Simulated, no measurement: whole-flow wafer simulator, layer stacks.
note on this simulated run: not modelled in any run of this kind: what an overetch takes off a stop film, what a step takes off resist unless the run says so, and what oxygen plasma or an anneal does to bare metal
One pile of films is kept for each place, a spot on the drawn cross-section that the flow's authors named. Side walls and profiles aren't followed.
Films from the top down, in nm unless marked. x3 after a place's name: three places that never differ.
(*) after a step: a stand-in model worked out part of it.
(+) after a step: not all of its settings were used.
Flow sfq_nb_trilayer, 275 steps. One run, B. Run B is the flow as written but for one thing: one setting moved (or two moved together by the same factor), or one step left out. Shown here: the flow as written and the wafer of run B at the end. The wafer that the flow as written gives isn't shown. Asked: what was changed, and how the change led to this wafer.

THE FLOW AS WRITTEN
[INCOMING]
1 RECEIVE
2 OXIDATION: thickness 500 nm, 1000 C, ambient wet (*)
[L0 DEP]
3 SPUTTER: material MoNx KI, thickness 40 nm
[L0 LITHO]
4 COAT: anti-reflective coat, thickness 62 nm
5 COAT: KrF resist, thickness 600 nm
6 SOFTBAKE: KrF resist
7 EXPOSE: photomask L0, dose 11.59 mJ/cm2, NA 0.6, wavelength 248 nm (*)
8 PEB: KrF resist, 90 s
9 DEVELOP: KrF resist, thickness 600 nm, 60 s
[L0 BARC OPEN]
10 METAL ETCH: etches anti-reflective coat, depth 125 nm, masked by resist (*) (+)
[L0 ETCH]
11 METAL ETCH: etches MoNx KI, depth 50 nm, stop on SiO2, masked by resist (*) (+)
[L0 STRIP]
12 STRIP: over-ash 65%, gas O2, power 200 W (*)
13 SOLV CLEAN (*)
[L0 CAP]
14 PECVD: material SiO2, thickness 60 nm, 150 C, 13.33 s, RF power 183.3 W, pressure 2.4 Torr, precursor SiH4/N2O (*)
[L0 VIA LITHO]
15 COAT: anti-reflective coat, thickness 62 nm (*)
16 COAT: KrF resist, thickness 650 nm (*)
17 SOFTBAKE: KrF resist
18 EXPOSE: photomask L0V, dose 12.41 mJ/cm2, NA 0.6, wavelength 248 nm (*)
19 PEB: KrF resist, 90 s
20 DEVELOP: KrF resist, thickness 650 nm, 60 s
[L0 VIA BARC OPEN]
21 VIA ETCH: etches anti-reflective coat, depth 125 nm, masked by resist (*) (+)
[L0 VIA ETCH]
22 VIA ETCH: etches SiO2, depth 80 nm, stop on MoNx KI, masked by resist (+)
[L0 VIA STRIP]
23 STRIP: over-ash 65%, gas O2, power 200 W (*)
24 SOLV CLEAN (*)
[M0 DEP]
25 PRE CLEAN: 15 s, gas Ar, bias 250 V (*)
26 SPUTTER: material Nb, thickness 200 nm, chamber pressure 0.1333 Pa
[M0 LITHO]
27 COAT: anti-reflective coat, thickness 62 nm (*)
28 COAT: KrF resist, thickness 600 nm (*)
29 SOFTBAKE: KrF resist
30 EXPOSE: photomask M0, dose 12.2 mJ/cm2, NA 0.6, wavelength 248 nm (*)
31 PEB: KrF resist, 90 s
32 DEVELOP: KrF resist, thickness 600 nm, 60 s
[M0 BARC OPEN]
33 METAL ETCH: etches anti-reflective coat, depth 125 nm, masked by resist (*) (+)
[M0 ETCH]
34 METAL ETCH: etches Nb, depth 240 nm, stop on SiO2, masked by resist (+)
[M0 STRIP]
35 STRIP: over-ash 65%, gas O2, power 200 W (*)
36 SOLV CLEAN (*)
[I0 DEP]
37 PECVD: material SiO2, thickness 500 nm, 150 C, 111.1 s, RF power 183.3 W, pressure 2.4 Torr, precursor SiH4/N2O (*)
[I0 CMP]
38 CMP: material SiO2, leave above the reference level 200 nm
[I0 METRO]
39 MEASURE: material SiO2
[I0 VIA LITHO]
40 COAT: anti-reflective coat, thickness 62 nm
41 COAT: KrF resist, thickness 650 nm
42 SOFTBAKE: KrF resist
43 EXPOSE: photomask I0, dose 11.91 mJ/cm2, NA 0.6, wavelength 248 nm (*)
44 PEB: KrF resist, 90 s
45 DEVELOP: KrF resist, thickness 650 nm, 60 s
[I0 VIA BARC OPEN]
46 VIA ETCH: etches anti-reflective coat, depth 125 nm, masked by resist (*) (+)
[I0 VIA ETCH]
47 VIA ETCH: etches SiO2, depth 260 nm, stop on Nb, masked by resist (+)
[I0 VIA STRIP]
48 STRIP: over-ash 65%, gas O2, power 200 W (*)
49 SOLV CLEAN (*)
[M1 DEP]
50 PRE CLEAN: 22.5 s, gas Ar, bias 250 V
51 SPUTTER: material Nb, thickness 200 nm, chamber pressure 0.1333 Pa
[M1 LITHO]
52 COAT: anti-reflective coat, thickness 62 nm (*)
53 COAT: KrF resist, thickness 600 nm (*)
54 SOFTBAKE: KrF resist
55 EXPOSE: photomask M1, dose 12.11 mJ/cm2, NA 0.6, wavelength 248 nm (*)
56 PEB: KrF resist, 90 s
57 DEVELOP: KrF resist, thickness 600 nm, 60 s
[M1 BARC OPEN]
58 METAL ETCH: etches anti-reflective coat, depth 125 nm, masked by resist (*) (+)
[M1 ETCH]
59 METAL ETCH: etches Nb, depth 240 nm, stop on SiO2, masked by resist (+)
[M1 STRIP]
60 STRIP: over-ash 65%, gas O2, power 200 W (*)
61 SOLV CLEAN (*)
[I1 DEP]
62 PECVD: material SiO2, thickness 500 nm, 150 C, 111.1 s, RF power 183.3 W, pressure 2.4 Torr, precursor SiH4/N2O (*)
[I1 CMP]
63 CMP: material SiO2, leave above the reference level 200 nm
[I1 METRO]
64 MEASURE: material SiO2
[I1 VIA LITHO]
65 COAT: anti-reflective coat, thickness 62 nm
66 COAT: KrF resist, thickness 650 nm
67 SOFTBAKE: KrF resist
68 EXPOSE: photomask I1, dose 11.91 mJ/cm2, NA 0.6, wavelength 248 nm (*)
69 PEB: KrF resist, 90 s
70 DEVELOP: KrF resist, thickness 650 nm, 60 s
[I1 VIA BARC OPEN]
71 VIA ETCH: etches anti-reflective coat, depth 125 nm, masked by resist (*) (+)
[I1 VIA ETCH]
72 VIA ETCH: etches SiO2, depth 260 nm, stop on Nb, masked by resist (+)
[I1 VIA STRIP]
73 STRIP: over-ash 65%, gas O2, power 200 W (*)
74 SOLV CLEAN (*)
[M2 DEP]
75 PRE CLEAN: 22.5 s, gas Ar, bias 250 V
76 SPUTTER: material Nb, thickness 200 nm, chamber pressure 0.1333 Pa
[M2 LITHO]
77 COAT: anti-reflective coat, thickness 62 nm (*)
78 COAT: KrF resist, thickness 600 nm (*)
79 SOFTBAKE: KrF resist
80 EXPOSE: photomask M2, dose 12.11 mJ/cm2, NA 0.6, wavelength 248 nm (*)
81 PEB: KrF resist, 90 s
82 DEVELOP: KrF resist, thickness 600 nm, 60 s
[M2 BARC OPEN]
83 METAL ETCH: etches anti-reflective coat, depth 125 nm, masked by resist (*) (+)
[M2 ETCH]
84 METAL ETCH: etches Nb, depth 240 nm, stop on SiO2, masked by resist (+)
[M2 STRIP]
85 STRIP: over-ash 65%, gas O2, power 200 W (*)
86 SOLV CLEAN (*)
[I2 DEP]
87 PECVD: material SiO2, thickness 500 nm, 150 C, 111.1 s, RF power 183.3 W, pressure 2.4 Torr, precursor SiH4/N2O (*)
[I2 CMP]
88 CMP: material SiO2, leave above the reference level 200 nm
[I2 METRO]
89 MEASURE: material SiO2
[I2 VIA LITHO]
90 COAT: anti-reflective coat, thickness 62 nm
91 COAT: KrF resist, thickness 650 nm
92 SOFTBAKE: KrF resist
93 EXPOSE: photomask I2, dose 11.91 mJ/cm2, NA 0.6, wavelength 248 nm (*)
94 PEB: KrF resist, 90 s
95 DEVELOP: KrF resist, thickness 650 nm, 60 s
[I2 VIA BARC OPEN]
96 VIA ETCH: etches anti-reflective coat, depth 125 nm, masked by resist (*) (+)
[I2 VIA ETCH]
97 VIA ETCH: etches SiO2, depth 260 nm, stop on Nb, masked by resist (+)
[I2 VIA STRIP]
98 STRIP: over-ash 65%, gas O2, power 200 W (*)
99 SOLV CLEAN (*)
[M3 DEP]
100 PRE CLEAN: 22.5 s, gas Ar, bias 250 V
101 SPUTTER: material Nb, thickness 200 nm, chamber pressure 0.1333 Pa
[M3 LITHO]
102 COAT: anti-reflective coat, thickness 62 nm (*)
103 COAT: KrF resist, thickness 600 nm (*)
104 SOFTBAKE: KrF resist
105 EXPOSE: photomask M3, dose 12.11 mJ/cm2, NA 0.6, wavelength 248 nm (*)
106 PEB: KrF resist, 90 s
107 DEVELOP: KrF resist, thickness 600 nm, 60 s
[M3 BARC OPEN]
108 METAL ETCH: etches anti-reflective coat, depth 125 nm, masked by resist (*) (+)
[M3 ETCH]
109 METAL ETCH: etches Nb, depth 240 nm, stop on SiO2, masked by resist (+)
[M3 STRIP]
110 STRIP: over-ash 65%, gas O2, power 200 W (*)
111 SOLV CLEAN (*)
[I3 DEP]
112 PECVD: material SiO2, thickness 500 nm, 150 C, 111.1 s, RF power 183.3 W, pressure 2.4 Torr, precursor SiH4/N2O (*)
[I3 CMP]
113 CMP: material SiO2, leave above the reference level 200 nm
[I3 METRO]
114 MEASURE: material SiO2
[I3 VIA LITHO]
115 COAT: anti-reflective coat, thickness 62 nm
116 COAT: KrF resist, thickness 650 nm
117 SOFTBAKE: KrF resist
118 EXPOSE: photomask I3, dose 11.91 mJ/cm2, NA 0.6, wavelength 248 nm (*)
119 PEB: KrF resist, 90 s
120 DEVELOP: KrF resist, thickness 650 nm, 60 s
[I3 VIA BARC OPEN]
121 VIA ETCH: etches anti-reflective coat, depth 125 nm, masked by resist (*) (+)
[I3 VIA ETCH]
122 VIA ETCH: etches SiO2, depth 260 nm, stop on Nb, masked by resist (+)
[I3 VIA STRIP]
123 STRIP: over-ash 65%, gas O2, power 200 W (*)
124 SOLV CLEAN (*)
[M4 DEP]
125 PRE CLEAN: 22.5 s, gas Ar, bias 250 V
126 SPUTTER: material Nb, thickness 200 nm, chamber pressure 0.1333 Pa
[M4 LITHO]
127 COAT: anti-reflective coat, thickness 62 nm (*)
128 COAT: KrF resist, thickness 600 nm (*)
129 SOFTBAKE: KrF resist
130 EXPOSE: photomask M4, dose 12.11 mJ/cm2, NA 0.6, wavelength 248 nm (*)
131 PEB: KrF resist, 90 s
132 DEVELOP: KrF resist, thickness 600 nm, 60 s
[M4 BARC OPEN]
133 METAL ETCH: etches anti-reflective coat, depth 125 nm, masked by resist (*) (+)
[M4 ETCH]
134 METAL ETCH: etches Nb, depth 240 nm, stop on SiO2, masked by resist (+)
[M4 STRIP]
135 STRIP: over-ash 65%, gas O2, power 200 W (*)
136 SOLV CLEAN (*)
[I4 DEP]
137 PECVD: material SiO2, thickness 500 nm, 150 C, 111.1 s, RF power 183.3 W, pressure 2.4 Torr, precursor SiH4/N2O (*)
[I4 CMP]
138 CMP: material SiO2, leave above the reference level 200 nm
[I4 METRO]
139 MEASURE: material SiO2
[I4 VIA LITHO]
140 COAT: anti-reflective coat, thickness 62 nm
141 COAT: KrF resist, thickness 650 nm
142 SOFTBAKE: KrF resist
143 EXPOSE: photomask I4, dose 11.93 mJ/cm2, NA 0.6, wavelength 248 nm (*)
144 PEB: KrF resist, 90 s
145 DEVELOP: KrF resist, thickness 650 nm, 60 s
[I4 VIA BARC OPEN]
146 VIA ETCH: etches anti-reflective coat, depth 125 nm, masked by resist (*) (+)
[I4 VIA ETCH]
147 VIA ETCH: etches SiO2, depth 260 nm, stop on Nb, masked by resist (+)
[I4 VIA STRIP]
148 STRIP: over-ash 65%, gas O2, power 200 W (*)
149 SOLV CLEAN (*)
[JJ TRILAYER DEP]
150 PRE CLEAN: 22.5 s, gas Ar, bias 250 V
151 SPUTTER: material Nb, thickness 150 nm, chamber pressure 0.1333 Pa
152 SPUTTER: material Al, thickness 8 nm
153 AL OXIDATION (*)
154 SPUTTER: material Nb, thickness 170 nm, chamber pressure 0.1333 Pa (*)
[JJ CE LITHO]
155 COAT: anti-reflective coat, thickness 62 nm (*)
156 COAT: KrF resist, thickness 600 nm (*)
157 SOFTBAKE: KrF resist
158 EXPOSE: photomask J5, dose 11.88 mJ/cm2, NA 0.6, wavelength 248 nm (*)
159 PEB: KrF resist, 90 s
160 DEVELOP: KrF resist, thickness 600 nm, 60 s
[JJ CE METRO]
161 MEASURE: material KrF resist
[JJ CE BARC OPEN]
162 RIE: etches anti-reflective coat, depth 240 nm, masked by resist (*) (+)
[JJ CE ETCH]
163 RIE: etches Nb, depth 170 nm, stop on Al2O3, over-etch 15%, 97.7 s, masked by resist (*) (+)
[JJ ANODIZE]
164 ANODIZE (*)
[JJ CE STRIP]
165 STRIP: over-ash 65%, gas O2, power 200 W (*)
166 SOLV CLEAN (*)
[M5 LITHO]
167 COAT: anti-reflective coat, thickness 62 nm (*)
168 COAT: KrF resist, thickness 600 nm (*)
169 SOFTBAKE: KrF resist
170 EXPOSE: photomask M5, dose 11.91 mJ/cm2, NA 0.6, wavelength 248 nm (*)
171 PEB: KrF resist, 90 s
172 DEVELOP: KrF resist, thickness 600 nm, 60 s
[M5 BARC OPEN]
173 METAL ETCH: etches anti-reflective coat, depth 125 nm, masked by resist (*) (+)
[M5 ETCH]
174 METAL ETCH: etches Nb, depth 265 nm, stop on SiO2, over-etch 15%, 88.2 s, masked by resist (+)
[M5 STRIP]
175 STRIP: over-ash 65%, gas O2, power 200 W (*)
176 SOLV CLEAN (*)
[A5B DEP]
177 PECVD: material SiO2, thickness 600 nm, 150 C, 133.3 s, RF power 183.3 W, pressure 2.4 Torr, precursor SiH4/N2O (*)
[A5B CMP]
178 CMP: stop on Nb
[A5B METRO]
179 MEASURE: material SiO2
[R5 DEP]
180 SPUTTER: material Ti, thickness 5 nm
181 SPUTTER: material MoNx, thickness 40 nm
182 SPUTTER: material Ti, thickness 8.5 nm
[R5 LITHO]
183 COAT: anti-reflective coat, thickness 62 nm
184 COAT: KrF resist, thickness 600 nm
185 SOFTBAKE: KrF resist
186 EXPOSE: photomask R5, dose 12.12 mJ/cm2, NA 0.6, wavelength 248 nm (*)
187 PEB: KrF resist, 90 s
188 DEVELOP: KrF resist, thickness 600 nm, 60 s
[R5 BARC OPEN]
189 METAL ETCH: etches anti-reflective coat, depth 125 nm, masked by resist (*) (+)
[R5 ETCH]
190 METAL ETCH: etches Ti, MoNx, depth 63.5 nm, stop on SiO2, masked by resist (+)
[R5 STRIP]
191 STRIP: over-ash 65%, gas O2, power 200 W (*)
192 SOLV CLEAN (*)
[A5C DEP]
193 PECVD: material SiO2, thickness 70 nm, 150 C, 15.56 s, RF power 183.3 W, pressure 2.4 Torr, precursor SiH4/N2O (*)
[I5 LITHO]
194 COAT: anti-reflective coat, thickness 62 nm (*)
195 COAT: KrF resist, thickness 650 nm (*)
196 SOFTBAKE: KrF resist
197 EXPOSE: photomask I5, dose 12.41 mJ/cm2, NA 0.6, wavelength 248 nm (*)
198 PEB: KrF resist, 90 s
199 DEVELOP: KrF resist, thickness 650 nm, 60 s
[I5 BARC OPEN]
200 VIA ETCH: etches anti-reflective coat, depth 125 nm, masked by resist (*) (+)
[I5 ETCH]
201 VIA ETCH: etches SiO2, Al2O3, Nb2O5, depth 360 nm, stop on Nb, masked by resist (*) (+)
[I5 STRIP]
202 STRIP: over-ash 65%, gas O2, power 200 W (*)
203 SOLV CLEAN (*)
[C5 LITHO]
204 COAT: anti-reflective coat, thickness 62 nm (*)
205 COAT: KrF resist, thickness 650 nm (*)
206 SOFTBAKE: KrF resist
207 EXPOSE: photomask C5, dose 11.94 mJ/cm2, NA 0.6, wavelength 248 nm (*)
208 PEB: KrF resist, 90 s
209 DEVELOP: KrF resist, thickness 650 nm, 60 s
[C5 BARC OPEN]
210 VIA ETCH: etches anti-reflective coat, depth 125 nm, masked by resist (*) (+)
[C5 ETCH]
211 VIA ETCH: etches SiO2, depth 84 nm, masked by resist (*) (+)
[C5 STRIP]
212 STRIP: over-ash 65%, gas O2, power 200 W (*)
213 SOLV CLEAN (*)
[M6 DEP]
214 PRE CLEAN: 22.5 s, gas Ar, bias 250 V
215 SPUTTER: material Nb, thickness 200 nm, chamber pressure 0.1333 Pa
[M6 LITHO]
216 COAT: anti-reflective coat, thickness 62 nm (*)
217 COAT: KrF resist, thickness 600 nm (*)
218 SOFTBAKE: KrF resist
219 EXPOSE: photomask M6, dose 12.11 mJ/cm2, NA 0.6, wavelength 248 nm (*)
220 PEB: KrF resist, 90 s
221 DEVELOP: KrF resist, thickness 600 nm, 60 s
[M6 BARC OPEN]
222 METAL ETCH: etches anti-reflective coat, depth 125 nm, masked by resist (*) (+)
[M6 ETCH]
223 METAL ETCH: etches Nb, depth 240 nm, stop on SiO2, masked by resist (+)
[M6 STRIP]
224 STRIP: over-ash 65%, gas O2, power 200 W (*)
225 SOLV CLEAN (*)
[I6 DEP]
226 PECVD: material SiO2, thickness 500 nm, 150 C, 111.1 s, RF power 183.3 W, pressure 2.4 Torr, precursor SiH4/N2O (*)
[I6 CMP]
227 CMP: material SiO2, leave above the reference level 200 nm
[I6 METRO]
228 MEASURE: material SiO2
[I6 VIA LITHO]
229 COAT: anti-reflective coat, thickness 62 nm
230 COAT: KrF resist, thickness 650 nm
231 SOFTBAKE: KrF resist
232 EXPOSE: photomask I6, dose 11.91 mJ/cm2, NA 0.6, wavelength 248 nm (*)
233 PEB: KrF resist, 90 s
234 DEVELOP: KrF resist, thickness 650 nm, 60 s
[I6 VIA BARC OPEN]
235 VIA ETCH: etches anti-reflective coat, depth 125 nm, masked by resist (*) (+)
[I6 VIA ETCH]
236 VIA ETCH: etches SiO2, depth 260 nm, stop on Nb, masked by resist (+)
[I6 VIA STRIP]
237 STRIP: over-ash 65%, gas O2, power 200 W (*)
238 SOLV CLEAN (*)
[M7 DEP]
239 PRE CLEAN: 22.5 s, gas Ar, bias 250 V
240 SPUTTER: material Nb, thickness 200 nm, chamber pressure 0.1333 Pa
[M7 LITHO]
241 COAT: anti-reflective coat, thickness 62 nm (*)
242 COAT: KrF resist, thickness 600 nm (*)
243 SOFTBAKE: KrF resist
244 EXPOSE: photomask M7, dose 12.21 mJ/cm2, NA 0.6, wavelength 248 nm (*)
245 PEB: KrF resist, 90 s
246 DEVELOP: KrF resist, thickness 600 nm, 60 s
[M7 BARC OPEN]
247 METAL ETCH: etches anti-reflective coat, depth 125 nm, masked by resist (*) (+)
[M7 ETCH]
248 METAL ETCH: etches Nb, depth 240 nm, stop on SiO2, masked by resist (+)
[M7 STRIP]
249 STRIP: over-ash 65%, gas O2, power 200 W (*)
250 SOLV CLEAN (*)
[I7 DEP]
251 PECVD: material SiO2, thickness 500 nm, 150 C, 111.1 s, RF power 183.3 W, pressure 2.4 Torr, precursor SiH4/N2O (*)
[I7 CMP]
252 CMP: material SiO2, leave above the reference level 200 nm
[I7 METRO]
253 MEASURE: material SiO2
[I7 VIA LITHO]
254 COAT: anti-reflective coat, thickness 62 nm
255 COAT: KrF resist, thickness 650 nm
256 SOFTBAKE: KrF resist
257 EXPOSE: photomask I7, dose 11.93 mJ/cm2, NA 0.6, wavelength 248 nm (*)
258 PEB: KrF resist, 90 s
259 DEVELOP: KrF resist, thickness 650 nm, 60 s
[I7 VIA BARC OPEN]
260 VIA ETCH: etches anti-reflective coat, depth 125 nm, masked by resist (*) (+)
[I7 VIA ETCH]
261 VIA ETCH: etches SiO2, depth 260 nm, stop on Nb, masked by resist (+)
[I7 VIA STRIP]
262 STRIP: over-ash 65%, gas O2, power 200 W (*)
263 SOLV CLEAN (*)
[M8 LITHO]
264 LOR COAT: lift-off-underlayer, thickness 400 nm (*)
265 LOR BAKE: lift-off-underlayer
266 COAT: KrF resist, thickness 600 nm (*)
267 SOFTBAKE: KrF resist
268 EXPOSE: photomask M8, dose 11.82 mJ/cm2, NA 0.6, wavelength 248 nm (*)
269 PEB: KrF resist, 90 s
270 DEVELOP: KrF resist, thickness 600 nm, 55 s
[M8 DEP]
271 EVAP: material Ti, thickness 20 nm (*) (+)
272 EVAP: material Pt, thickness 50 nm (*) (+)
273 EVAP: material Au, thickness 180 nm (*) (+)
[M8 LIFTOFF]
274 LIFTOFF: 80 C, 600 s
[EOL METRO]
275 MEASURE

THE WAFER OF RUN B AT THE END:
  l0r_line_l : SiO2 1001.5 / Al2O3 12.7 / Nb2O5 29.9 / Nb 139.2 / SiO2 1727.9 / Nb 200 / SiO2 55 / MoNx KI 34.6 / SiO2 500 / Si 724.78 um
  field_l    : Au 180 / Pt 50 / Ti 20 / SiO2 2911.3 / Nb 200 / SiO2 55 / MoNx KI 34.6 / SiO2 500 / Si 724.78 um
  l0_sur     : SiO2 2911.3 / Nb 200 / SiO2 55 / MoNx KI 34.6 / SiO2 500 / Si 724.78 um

The cause: step 3, SPUTTER: thickness 34.6 nm was run, where the flow has thickness 40 nm.
It can be read off the wafer: l0r_line_l has MoNx KI 34.6, and step 3 as written asks for 40 nm.

How the change led to this, step by step:
  3 SPUTTER: material MoNx KI, thickness 40 nm
      field_l, v_sur, via_wl and 103 more: MoNx KI +34.6 (new film) (as written it would be: MoNx KI +40 (new film))
  11 METAL ETCH: etches MoNx KI, depth 50 nm, stop on SiO2, masked by resist (*) (+)
      v_sur, via_wl, via_w and 97 more: MoNx KI -34.6 (all of it) (as written it would be: MoNx KI -40 (all of it))
  15 COAT: anti-reflective coat, thickness 62 nm (*)
      l0r_space_c: anti-reflective coat +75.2 (new film) (as written it would be: anti-reflective coat +77.2 (new film))
  23 STRIP: over-ash 65%, gas O2, power 200 W (*)
      l0r_space_c: KrF resist -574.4 (all of it), anti-reflective coat -75.2 (all of it) (as written it would be: KrF resist -576.8 (all of it), anti-reflective coat -77.2 (all of it))
  27 COAT: anti-reflective coat, thickness 62 nm (*)
      l0r_space_c: anti-reflective coat +75.7 (new film) (as written it would be: anti-reflective coat +78 (new film))
  35 STRIP: over-ash 65%, gas O2, power 200 W (*)
      l0r_space_c: KrF resist -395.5 (all of it), anti-reflective coat -75.7 (all of it) (as written it would be: KrF resist -397.6 (all of it), anti-reflective coat -78 (all of it))
